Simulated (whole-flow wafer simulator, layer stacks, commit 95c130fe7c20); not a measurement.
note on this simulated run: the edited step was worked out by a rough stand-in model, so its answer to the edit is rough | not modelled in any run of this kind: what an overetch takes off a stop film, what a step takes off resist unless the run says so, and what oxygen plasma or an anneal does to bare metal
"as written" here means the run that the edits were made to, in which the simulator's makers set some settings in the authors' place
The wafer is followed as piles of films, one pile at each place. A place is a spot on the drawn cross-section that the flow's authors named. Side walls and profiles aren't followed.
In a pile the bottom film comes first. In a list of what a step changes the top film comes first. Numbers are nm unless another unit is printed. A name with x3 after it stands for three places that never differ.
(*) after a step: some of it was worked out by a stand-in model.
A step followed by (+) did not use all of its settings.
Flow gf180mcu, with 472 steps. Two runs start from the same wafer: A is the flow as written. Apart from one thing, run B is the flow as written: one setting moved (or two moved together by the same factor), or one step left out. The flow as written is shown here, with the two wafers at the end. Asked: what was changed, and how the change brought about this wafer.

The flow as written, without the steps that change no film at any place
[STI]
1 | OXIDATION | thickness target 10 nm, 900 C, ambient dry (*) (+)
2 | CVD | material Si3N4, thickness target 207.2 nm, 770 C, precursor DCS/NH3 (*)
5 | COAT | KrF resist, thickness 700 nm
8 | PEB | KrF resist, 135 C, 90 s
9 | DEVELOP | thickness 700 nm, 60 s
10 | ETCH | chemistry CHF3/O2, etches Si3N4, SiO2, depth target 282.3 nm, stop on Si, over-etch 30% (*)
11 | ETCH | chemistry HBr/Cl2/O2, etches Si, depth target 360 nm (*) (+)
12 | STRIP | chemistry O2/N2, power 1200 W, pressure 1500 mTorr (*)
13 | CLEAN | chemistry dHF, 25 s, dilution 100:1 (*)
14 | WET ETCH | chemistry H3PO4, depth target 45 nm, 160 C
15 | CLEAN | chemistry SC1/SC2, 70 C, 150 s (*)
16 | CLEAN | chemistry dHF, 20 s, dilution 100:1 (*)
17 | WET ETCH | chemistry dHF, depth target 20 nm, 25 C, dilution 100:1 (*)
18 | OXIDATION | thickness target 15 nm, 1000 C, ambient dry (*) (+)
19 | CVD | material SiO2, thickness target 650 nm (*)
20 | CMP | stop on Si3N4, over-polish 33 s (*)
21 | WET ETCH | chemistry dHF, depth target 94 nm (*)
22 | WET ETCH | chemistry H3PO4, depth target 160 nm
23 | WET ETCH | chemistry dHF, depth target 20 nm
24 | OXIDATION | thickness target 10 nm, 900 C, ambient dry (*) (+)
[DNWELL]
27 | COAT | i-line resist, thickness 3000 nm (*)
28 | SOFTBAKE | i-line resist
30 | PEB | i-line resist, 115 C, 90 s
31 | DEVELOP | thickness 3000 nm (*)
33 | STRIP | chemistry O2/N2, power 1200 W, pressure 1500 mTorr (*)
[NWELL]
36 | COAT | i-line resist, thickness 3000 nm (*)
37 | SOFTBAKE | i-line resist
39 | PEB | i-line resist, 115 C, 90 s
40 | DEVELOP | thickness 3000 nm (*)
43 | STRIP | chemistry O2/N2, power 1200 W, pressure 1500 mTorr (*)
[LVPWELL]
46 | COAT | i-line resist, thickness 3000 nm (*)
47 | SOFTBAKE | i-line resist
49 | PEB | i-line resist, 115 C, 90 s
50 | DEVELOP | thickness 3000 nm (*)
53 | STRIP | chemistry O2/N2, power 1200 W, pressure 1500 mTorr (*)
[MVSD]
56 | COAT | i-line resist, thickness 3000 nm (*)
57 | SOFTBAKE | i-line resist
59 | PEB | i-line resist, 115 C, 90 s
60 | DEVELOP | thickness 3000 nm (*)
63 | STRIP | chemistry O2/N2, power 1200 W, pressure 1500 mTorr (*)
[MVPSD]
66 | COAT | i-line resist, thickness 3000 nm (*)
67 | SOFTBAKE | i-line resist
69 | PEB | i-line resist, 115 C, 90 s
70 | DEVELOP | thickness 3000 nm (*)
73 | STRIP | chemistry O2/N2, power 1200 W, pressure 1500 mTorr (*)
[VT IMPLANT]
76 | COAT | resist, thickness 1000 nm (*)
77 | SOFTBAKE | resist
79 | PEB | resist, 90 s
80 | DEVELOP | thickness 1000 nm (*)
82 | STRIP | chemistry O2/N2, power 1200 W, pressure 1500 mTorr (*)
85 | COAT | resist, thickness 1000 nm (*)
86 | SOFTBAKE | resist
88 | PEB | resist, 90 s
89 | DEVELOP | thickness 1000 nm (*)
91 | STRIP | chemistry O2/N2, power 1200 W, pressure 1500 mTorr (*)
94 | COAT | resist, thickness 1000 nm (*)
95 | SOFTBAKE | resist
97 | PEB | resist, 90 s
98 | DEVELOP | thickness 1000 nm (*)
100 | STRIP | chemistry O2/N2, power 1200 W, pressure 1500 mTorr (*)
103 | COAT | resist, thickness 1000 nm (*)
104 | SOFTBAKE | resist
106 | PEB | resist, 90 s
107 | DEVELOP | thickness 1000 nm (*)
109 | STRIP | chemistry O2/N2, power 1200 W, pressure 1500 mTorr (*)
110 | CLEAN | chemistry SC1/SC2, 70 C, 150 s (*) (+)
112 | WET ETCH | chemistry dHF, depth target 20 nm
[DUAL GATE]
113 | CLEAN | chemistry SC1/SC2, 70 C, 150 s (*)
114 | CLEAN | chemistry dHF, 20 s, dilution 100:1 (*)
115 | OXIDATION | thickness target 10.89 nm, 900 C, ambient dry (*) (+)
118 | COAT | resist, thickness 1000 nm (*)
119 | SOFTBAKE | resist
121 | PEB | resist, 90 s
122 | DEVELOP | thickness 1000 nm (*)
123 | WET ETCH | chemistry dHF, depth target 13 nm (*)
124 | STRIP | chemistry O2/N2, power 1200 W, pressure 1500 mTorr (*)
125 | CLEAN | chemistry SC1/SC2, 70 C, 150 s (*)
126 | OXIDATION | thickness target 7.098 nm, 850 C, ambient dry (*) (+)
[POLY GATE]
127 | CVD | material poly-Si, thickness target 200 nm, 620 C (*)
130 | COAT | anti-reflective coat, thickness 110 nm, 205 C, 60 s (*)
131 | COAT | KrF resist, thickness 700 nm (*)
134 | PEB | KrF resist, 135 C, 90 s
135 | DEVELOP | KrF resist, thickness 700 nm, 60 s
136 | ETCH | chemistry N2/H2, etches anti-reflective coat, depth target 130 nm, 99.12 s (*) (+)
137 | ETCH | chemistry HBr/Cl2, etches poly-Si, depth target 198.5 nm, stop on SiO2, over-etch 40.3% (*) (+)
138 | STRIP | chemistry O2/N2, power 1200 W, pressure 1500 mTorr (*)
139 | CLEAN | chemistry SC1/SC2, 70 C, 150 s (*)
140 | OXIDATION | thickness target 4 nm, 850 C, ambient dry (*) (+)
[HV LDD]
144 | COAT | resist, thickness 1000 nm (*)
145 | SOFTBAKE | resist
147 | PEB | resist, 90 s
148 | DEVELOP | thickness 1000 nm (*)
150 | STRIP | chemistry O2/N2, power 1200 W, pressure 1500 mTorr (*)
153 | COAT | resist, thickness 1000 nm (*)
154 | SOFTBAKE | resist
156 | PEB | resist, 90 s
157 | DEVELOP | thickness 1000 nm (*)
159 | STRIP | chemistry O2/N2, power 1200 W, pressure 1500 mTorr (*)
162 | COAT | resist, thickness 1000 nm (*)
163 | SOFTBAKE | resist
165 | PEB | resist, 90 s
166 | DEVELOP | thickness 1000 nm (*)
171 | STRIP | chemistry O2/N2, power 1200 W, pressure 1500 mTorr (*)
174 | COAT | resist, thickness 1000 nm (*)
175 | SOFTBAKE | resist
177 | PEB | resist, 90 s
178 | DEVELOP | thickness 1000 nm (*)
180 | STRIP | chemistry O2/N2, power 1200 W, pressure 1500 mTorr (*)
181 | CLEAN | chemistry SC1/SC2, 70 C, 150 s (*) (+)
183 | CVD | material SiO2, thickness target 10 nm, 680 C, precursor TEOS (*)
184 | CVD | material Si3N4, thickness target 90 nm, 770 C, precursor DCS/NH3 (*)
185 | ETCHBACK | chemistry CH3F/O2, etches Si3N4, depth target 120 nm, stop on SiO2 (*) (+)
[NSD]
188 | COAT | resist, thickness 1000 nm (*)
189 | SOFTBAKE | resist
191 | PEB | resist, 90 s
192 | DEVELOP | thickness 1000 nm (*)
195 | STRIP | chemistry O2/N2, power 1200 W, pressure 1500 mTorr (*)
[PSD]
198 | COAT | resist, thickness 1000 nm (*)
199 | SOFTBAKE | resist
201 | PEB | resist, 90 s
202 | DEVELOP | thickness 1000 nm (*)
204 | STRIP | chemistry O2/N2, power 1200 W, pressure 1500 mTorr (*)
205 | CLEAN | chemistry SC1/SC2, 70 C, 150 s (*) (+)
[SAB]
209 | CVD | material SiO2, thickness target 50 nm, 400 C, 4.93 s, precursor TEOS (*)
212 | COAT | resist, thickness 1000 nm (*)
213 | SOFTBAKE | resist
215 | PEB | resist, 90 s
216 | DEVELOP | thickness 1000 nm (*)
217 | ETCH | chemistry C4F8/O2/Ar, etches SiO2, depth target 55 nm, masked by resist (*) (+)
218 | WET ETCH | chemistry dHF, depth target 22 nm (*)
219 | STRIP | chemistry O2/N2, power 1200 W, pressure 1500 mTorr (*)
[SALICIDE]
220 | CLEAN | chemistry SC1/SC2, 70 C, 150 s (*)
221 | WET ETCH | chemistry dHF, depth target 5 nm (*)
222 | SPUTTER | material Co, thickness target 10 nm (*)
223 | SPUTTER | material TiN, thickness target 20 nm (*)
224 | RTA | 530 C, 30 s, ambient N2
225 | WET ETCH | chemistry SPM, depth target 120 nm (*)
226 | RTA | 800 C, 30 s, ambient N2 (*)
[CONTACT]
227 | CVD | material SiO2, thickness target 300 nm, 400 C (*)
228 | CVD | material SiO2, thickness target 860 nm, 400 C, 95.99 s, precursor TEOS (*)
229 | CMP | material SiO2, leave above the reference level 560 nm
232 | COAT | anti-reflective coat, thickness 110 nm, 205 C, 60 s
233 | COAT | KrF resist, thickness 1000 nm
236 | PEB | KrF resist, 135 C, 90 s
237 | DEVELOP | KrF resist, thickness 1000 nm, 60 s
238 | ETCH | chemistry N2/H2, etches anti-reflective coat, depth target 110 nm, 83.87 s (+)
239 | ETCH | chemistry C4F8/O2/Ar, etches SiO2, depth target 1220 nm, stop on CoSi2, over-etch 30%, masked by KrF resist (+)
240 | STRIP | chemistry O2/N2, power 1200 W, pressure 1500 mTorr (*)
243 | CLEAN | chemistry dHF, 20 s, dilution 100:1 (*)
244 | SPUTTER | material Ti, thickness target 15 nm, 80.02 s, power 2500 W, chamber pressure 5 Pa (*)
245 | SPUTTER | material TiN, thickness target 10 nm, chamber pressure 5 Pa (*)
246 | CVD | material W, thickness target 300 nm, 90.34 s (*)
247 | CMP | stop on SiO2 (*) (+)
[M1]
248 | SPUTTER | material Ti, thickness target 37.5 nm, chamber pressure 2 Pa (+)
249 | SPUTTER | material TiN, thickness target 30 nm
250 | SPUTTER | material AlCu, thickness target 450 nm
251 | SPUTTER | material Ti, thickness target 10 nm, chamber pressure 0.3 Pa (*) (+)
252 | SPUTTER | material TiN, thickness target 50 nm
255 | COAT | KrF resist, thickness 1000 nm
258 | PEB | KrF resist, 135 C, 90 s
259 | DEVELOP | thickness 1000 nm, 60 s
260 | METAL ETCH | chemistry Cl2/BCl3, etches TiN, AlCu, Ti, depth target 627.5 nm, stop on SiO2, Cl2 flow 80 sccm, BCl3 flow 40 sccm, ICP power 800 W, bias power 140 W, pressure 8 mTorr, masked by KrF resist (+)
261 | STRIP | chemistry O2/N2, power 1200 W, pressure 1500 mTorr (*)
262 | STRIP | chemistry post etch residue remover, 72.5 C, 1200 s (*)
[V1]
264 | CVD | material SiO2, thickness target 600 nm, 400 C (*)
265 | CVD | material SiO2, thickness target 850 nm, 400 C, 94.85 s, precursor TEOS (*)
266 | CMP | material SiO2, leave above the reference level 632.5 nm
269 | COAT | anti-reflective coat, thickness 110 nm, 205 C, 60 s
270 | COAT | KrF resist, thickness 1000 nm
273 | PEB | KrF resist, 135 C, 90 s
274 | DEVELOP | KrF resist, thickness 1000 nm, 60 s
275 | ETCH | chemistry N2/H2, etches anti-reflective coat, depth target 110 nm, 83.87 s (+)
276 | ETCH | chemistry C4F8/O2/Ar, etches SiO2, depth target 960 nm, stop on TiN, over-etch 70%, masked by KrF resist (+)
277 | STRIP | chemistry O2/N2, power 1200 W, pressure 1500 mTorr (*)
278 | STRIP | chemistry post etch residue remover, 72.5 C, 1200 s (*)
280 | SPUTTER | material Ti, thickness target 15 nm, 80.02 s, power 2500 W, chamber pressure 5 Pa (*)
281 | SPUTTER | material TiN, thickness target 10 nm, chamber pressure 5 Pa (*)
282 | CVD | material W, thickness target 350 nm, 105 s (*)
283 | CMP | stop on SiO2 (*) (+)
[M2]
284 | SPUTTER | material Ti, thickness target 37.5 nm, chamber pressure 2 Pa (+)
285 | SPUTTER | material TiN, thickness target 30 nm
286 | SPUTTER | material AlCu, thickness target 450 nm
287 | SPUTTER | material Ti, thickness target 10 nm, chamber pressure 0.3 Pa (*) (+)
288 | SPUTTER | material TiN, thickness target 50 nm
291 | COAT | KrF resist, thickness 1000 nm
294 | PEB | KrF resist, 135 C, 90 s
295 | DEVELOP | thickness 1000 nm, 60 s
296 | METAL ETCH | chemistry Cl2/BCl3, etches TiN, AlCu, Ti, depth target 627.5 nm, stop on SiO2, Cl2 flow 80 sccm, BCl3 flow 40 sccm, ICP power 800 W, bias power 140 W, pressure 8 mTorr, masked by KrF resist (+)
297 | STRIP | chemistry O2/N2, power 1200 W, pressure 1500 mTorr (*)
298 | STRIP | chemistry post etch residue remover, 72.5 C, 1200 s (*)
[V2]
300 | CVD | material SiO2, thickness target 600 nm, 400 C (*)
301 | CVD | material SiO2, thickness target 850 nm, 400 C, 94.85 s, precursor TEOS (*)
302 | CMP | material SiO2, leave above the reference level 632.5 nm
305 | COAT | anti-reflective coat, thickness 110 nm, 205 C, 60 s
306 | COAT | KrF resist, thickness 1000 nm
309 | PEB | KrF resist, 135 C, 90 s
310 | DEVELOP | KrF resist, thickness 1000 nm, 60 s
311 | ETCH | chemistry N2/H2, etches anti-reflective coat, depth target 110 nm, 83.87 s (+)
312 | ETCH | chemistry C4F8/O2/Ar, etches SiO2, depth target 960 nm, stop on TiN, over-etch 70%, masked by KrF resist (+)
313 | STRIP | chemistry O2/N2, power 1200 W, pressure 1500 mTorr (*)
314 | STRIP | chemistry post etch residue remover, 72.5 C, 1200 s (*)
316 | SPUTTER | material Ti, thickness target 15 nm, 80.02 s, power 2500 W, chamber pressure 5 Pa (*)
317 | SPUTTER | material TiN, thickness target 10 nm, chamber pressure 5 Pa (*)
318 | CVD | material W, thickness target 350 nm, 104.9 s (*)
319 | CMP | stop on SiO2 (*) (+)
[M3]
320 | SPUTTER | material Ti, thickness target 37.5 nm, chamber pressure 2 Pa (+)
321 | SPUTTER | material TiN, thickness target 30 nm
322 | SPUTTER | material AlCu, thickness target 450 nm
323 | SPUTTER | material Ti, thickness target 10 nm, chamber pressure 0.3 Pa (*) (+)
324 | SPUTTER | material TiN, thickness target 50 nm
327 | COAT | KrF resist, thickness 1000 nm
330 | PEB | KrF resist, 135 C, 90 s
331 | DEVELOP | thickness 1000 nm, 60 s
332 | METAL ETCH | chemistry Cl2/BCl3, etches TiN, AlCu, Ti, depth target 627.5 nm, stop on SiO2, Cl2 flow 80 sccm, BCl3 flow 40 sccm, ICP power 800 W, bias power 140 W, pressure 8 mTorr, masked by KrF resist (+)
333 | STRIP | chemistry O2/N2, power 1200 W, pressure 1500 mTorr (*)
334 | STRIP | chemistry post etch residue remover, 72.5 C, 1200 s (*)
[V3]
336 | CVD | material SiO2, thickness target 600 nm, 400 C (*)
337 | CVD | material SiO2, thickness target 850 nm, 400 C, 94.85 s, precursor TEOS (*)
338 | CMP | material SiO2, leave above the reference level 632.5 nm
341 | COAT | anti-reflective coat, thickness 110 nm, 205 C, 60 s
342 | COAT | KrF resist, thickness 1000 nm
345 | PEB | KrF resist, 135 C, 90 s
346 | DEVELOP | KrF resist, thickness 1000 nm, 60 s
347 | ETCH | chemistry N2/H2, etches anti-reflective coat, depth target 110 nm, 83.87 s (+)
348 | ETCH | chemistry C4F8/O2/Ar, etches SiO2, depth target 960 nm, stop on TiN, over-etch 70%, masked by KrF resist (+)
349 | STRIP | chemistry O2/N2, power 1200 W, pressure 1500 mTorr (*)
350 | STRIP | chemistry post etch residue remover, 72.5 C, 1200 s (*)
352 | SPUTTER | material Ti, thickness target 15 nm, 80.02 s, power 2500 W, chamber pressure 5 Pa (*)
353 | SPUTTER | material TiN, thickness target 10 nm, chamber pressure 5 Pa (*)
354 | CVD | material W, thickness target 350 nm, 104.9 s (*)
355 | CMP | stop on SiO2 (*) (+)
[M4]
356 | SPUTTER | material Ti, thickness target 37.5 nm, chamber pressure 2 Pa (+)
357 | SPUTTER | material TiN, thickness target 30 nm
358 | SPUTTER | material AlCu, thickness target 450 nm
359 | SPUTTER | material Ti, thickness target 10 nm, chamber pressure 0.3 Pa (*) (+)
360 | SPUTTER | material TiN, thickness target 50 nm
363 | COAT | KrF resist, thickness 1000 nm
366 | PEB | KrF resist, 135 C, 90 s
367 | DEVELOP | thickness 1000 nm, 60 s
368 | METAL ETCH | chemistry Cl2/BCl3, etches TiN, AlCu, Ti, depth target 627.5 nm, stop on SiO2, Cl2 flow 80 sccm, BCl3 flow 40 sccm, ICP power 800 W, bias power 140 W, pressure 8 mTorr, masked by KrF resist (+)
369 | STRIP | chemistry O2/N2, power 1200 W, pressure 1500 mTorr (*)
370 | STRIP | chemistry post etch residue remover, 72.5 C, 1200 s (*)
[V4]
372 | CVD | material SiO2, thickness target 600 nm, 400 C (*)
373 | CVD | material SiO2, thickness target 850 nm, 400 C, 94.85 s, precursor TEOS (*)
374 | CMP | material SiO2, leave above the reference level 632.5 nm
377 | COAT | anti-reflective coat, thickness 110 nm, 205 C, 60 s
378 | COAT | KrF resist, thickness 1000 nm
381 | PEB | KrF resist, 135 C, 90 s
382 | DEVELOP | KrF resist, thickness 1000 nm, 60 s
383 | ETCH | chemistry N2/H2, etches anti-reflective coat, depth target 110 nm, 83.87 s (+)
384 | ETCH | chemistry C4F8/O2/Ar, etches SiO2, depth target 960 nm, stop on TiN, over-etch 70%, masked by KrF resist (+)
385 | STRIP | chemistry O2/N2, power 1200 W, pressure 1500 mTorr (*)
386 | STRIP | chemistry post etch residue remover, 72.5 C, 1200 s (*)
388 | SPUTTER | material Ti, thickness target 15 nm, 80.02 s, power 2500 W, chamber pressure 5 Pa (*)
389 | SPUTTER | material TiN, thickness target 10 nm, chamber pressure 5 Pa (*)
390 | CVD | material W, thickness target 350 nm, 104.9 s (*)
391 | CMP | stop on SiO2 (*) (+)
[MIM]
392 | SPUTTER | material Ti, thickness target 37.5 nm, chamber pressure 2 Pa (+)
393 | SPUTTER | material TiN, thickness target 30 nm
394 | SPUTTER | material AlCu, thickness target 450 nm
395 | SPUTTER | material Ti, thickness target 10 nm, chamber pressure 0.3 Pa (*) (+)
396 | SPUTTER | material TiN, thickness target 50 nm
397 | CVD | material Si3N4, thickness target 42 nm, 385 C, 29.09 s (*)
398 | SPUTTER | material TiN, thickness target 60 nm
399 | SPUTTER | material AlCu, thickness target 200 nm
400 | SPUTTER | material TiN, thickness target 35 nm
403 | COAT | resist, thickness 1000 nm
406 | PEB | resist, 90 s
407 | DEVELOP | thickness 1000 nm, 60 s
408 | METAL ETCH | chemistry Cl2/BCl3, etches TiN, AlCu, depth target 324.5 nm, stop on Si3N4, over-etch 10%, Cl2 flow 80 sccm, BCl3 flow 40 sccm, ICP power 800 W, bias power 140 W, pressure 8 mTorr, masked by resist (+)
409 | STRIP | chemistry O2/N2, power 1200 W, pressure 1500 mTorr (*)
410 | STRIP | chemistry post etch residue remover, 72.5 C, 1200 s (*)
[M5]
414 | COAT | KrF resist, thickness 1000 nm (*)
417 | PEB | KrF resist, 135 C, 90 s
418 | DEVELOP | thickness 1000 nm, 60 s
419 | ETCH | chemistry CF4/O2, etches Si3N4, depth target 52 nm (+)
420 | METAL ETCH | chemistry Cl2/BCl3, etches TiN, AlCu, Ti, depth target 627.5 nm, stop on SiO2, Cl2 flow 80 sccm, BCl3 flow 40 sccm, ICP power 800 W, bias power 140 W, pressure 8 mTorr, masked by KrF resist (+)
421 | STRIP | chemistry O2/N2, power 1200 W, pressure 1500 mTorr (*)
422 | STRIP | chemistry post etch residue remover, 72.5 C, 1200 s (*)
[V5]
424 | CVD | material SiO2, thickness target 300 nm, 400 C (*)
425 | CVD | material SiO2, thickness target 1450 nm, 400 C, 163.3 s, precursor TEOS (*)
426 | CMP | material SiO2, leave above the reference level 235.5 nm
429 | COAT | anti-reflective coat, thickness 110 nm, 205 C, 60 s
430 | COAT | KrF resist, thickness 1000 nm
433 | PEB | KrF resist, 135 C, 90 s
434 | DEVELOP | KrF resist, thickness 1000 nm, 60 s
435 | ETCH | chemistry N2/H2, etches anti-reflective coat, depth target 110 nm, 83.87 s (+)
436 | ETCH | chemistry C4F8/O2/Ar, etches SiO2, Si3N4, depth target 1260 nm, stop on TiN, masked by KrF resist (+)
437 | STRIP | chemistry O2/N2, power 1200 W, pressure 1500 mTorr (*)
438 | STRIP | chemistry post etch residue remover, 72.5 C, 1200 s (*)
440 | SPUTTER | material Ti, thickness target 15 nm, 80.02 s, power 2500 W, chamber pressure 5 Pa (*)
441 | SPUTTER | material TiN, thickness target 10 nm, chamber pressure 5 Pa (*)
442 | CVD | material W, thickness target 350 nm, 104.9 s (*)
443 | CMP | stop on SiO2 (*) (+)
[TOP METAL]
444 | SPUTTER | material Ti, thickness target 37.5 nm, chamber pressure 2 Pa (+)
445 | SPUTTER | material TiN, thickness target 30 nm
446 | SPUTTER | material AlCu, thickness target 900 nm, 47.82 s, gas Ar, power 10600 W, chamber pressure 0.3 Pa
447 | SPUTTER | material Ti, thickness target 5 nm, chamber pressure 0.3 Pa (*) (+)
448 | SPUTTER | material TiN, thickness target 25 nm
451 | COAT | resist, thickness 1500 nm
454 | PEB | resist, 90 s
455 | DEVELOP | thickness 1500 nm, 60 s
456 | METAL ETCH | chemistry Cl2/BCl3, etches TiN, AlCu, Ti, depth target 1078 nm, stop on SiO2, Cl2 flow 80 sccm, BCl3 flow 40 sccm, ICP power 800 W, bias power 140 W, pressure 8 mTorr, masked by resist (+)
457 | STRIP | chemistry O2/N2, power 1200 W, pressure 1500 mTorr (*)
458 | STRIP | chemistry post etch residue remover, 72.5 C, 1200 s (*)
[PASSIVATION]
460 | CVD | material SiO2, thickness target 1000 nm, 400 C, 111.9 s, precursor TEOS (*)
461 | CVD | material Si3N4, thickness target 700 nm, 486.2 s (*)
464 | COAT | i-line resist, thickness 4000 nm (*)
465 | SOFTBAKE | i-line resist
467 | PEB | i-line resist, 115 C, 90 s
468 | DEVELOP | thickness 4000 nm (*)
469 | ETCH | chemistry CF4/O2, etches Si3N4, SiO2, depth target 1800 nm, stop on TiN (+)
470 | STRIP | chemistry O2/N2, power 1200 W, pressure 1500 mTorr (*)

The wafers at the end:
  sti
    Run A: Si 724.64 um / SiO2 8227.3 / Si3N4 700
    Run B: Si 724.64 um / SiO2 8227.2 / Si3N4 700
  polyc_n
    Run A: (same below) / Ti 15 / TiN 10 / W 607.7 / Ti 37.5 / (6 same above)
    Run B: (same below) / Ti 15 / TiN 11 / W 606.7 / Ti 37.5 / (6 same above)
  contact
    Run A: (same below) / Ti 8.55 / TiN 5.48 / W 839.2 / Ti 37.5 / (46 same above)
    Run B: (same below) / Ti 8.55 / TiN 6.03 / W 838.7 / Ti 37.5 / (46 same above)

What caused this: step 245, SPUTTER: thickness target 11 nm was run, though the flow has thickness target 10 nm.
The wafer itself shows it: polyc_n has TiN 11, and step 245 as written asks for 10 nm.

Step by step, how the change led to this:
  245 | SPUTTER | material TiN, thickness target 10 nm, chamber pressure 5 Pa (*)
      field, field__w1, field__w2 and 107 more: A +10 TiN (new film) | B +11 TiN (new film)
      contact: A +5.48 TiN (new film) | B +6.03 TiN (new film)
  247 | CMP | stop on SiO2 (*) (+)
      field, field__w1, field__w2 and 105 more: A -300 W (all of it), -10 TiN (all of it), -15 Ti (all of it), -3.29 SiO2 | B -300 W (all of it), -11 TiN (all of it), -15 Ti (all of it), -3.3 SiO2
